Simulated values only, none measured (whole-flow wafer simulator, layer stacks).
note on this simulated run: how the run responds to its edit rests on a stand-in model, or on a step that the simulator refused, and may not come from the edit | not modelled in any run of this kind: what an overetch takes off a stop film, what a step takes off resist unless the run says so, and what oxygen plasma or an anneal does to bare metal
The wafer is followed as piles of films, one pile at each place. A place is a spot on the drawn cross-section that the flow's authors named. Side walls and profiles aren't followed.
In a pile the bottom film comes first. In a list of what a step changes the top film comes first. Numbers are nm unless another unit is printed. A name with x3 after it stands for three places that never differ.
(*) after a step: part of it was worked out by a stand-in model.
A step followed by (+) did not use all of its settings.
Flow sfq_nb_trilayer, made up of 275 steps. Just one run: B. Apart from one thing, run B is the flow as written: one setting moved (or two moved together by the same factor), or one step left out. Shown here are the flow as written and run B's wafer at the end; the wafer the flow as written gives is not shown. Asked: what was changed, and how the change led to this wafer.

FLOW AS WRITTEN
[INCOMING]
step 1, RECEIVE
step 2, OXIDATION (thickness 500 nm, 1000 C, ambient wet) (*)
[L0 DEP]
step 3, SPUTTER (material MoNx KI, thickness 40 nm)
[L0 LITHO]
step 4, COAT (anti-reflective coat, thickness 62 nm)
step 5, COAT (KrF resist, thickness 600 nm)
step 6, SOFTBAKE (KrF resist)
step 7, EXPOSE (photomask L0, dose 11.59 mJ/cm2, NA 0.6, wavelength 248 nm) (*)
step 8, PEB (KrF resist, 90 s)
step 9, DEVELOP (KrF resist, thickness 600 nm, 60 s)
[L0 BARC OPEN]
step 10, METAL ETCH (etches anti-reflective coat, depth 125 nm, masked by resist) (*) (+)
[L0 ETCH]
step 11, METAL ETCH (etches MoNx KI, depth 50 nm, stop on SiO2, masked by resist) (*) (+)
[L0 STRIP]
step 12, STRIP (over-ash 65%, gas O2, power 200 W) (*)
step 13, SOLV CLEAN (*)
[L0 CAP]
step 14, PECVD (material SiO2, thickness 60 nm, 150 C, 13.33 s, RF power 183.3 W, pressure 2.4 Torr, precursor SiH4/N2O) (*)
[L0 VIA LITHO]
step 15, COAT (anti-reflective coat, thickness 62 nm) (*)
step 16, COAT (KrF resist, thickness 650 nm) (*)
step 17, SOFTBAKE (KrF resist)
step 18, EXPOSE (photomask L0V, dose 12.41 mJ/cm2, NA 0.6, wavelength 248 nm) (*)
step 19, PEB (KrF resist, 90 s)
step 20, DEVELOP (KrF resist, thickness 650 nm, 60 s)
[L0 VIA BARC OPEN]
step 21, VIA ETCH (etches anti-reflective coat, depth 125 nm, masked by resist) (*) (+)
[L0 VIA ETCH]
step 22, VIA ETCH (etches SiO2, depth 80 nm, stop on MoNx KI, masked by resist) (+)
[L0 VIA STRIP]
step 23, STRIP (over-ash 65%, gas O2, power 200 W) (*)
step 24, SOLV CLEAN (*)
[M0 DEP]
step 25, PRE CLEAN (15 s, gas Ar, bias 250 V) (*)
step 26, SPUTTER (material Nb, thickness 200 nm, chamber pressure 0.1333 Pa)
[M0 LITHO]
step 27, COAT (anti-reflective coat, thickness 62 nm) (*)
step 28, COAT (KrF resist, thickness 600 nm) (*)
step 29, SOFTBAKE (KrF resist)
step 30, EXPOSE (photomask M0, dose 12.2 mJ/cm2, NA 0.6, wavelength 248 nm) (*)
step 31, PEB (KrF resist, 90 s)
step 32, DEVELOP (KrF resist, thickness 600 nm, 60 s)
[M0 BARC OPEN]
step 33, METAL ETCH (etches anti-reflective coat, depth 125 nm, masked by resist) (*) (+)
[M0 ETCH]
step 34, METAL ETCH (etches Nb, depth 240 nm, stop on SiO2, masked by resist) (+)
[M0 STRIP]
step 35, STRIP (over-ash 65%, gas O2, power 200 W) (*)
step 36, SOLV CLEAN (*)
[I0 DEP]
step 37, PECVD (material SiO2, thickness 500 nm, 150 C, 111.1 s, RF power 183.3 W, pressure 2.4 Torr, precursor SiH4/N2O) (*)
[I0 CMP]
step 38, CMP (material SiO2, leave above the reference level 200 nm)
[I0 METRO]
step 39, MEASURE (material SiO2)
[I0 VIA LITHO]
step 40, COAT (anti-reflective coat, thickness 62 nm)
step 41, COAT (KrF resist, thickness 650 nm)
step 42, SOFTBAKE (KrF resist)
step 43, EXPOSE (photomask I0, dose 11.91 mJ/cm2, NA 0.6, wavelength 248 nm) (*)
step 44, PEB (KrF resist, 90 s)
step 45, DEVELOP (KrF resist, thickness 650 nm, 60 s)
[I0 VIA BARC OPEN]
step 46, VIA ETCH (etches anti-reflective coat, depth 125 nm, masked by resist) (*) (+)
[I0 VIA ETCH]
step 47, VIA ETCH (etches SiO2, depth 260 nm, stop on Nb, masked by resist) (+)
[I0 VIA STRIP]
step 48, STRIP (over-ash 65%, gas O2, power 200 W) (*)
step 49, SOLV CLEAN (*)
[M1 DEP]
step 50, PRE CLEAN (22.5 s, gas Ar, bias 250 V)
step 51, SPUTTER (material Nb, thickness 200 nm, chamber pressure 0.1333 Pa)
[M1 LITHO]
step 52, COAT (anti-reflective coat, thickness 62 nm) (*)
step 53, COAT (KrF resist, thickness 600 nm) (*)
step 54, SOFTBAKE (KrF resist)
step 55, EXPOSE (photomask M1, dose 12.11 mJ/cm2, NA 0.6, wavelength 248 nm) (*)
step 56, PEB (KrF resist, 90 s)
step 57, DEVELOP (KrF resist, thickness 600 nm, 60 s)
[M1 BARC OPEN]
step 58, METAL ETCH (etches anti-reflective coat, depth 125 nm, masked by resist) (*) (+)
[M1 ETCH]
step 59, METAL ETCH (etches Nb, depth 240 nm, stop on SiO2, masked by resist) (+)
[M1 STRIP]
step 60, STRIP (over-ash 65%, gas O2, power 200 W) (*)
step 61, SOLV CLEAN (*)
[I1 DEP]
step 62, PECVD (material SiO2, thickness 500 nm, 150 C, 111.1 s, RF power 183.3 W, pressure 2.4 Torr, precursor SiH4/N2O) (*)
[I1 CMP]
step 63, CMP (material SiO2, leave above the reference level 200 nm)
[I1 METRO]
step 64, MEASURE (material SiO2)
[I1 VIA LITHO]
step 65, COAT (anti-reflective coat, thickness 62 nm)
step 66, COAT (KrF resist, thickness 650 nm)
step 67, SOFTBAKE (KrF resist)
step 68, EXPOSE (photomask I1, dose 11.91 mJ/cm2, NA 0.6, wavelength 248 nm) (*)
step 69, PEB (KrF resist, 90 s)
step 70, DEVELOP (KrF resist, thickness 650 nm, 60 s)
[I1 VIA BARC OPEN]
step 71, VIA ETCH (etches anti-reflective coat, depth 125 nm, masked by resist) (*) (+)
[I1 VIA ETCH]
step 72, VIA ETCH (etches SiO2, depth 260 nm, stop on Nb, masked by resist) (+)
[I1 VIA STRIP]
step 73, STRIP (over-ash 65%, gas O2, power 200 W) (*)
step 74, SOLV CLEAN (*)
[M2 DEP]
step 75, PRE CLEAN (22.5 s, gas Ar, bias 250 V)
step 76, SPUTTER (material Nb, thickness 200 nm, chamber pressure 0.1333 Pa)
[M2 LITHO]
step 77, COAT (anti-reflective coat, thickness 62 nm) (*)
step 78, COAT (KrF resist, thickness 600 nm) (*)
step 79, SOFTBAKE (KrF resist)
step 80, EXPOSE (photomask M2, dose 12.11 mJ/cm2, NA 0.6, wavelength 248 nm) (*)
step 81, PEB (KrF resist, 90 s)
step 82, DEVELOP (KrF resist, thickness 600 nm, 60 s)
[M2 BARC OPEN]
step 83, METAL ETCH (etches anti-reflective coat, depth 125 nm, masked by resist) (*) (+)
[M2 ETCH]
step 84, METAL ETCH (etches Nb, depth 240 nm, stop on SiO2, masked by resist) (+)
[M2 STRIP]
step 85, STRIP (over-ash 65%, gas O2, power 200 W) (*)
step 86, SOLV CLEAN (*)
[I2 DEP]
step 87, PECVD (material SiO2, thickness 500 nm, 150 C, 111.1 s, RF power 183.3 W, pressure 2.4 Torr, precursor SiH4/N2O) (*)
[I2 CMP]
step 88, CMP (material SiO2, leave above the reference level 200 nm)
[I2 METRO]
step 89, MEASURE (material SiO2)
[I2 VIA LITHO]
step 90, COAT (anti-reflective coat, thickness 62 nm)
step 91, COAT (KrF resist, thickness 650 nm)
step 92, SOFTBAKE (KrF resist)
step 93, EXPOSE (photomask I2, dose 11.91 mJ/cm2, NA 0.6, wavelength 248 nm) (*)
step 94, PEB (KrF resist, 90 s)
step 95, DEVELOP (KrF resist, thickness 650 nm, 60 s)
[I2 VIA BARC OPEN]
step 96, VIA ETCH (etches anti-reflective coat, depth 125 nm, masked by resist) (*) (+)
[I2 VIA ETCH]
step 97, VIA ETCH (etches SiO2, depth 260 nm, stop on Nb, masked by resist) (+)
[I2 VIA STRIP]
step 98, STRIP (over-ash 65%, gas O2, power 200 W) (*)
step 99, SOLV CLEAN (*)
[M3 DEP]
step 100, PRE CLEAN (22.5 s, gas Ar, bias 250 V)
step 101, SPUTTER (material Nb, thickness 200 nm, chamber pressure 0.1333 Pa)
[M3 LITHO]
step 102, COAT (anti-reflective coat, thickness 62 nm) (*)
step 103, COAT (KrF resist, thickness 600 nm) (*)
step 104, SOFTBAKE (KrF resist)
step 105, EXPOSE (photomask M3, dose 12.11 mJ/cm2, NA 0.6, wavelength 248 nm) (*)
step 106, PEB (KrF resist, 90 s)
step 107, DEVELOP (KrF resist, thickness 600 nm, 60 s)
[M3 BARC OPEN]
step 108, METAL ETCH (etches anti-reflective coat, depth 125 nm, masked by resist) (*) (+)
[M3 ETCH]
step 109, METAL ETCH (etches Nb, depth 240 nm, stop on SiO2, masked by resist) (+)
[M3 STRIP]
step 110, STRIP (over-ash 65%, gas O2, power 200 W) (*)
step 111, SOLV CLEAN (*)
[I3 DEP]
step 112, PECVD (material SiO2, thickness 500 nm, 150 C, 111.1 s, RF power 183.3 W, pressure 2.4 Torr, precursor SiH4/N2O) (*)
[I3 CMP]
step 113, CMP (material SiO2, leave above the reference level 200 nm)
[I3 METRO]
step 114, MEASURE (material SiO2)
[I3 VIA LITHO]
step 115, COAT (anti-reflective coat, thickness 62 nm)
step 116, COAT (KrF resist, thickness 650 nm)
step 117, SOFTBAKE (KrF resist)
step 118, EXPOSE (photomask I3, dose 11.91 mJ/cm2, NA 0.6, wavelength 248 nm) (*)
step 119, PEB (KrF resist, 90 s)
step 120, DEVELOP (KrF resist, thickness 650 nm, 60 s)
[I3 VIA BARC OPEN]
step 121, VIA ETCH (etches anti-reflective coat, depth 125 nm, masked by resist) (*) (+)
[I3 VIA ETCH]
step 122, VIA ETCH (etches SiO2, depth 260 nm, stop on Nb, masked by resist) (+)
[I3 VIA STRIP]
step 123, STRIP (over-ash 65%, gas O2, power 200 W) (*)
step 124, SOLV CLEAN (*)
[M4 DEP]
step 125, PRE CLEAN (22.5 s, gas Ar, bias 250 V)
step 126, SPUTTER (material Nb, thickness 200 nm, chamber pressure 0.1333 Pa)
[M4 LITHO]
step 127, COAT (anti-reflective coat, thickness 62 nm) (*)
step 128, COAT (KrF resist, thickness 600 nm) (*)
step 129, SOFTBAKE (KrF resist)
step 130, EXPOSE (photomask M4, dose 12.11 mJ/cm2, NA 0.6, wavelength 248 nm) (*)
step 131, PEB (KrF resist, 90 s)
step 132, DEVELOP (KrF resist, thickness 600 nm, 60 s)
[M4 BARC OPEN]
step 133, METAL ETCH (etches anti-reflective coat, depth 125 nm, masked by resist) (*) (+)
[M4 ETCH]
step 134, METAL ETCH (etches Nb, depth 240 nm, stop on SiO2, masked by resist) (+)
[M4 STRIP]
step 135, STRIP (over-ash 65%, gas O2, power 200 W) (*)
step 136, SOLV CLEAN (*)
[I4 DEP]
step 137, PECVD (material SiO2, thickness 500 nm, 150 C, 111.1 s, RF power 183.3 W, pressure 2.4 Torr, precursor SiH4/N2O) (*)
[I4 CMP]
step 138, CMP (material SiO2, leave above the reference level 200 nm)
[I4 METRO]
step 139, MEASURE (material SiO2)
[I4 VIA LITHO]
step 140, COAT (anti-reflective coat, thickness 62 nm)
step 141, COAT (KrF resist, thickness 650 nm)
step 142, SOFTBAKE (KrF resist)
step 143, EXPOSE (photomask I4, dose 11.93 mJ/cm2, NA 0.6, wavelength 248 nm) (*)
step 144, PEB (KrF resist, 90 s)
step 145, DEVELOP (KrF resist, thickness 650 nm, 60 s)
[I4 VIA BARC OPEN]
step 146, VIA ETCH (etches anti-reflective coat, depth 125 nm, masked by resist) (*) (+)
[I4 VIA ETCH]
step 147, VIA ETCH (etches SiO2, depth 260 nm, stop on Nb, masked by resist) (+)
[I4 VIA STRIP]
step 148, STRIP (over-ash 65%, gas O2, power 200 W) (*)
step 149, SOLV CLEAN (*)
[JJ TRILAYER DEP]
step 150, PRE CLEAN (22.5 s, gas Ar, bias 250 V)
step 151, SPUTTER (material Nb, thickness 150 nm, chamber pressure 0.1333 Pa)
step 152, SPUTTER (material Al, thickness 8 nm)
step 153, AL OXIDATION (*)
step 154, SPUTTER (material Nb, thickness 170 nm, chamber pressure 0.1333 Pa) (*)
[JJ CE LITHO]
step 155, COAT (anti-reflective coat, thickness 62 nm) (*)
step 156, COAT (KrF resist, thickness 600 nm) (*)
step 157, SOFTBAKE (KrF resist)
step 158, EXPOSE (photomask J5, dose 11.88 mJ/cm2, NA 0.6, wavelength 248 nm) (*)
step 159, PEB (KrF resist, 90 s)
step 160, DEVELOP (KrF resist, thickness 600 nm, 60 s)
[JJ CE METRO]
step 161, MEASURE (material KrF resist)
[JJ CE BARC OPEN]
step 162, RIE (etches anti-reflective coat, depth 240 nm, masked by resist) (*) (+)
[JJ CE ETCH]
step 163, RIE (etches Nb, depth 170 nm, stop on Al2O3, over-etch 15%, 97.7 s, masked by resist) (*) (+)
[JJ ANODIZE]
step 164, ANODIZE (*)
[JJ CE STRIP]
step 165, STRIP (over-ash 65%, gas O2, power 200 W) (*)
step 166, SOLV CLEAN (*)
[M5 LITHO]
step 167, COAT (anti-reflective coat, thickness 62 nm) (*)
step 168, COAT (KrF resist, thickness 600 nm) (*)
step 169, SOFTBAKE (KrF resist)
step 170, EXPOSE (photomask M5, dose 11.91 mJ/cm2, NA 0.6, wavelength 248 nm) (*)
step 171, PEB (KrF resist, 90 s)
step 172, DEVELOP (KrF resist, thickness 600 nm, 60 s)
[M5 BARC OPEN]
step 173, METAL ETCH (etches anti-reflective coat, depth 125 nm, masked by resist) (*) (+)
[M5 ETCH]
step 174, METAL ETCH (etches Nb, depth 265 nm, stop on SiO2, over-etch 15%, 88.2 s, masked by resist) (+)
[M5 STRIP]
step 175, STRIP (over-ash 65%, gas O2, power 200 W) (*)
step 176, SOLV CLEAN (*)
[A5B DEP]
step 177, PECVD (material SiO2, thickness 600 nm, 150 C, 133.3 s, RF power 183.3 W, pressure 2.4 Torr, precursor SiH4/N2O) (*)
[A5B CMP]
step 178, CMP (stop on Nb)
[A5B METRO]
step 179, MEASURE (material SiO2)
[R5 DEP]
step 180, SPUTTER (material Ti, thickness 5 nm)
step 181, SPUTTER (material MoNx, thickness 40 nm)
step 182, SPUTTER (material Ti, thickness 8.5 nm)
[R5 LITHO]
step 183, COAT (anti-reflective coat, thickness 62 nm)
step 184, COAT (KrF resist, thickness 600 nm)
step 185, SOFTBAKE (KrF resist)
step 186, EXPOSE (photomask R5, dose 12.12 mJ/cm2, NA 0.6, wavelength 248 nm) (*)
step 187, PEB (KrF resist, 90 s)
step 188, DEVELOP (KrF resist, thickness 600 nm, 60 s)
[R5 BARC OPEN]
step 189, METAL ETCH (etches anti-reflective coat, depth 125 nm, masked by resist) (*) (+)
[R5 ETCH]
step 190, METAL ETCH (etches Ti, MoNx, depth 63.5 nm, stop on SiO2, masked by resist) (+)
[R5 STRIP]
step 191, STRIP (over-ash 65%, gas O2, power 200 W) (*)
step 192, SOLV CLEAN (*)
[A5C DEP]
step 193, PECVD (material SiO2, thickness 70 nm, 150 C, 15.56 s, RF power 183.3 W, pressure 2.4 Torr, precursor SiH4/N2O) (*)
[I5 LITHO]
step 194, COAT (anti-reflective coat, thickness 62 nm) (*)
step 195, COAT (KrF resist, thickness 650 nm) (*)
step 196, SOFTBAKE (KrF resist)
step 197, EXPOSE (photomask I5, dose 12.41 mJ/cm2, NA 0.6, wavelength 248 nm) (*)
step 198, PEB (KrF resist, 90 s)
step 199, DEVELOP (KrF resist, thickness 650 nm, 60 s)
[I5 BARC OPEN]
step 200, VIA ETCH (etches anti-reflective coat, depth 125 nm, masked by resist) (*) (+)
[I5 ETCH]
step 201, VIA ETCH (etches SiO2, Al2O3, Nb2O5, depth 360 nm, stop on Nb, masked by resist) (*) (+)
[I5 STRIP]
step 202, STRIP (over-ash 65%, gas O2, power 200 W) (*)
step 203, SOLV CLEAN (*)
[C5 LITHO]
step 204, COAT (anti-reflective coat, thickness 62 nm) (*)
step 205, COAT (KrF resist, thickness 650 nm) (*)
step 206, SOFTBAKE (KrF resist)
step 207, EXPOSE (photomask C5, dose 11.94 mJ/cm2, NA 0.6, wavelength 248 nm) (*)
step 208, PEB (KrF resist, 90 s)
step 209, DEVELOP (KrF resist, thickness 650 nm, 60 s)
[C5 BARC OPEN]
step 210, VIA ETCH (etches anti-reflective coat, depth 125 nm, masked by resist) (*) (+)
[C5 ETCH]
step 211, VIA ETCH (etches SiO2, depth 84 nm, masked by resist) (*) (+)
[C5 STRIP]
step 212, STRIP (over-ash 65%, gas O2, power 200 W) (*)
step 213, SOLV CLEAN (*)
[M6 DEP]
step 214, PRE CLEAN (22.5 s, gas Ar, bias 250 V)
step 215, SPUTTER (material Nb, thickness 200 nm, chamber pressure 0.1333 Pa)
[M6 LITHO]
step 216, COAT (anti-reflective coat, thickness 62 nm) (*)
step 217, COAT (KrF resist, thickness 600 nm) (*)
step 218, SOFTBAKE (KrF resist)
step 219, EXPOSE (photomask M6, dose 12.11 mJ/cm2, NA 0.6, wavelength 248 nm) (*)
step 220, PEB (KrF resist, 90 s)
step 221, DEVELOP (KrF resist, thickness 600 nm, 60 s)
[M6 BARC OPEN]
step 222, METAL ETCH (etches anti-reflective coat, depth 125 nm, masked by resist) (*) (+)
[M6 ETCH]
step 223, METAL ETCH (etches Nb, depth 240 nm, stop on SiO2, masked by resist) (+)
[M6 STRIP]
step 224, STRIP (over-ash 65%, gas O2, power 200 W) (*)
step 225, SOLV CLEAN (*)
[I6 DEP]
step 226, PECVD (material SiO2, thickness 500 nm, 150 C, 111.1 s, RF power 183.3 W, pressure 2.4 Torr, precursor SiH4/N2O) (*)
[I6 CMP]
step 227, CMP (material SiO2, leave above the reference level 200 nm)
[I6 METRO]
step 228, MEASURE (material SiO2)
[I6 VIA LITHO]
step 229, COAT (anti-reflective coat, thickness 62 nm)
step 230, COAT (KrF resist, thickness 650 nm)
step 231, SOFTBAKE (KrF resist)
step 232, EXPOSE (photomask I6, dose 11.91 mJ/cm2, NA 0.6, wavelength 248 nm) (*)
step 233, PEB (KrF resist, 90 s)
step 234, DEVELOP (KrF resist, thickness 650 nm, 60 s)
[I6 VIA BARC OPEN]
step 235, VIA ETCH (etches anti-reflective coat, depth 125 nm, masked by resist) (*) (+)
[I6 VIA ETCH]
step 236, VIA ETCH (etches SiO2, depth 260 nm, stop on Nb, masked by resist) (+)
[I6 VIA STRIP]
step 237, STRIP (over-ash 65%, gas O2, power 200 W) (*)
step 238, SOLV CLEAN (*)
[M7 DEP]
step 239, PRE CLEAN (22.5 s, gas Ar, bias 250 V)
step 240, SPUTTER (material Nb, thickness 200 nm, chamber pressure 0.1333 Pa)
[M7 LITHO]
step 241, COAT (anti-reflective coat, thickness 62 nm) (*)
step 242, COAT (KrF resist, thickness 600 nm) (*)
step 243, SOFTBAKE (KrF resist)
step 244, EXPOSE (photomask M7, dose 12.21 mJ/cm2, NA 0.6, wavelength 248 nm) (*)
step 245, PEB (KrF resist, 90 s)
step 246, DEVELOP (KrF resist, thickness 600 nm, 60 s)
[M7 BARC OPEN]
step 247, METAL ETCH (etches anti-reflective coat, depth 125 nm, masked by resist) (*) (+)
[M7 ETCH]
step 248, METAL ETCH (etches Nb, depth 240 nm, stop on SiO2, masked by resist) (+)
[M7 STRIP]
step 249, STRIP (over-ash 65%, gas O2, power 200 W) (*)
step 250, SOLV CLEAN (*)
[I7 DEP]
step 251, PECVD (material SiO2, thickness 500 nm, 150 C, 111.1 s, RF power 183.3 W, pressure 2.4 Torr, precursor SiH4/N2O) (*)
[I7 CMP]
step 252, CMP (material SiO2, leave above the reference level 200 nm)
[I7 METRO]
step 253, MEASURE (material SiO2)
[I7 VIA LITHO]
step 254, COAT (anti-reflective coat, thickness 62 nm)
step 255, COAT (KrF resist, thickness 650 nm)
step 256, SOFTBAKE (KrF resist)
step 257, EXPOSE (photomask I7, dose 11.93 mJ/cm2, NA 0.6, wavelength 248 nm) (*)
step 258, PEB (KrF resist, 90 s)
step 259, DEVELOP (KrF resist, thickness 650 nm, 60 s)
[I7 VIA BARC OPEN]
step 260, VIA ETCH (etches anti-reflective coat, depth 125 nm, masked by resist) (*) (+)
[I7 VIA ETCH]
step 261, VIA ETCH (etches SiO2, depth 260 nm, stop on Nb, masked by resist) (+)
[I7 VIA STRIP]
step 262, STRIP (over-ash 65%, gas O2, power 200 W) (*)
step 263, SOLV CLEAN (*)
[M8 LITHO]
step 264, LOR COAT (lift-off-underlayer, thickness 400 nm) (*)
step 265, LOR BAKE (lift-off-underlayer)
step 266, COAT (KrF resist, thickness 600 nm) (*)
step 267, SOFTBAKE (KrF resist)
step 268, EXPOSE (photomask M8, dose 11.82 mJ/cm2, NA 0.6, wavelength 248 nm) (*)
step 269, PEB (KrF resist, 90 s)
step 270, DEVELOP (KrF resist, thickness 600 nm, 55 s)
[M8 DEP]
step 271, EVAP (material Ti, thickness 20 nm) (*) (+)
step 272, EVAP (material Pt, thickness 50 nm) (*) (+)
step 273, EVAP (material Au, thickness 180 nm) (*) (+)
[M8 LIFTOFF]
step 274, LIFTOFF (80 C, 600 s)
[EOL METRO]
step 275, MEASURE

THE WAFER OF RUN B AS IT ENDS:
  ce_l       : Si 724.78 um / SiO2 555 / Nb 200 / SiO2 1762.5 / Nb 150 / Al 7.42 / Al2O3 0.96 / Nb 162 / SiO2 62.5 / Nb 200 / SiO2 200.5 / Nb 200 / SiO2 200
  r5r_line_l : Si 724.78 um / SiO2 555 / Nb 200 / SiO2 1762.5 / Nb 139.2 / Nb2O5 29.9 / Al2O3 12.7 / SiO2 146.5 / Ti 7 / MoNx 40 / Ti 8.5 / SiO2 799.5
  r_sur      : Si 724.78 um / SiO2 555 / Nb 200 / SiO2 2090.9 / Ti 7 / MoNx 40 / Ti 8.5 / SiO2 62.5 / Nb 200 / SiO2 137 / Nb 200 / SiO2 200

The reason: step 180, SPUTTER: thickness 7 nm was run, while the flow as written has thickness 5 nm.
The wafer itself shows it: r5r_line_l has Ti 7, and step 180 as written asks for 5 nm.

Step by step, how the change led to this:
  step 180, SPUTTER (material Ti, thickness 5 nm)
      field_l, v_sur, via_wl and 103 more: +7 Ti (new film) (it would be, as written: +5 Ti (new film))
  step 190, METAL ETCH (etches Ti, MoNx, depth 63.5 nm, stop on SiO2, masked by resist) (+)
      field_l, v_sur, via_wl and 92 more: -8.5 Ti (all of it), -40 MoNx (all of it), -7 Ti (all of it) (it would be, as written: -8.5 Ti (all of it), -40 MoNx (all of it), -5 Ti (all of it))
      ce_l, c5j, ce_r, wl_jj: -8.5 Ti (all of it), -40 MoNx (all of it), -7 Ti (all of it), -8 Nb (it would be, as written: -8.5 Ti (all of it), -40 MoNx (all of it), -5 Ti (all of it), -10 Nb)
